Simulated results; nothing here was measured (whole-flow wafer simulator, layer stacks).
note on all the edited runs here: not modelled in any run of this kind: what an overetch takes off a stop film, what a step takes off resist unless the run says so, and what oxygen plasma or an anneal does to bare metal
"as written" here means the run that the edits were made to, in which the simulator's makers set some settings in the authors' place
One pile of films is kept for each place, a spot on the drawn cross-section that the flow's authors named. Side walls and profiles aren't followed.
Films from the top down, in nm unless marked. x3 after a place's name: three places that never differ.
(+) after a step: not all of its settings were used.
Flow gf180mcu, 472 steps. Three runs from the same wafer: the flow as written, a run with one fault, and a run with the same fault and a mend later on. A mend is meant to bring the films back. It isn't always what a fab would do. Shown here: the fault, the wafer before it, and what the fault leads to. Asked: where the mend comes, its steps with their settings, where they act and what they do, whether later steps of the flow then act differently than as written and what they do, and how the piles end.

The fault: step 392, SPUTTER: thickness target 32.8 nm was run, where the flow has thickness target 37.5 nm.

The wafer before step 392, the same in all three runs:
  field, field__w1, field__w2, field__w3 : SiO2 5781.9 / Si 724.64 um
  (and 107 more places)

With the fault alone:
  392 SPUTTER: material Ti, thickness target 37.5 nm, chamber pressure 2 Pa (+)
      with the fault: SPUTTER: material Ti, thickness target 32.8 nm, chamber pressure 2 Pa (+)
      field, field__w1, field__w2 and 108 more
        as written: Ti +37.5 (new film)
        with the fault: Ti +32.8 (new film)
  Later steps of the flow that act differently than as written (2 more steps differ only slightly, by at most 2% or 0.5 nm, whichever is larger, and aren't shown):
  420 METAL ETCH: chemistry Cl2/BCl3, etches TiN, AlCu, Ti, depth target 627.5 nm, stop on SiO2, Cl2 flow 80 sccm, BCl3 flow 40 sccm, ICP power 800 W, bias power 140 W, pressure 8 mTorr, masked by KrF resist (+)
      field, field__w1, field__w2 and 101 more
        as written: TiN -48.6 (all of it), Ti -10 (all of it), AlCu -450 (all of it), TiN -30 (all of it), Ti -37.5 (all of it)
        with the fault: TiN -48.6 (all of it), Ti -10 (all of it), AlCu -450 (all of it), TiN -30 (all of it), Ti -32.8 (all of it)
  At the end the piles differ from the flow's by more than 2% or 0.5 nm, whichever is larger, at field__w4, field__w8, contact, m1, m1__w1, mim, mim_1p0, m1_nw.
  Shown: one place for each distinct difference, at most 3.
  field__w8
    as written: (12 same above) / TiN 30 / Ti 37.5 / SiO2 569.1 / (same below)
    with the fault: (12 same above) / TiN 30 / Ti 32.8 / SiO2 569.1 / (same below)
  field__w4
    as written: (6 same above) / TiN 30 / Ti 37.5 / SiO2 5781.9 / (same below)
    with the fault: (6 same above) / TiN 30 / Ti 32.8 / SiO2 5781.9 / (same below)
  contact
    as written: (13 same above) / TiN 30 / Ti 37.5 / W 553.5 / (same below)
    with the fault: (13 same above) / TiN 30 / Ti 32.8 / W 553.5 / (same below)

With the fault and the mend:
  The mend comes after step 392.
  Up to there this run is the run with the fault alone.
  392a SPUTTER: material Ti, thickness target 4.7 nm, chamber pressure 2 Pa (+) (the flow's step 392 once more, with other settings)
      field, field__w1, field__w2 and 108 more
        Ti +4.7
  No later step of the flow acts differently than as written at any place that is followed.
  At the end the piles are the same as the flow's at every place that both follow.
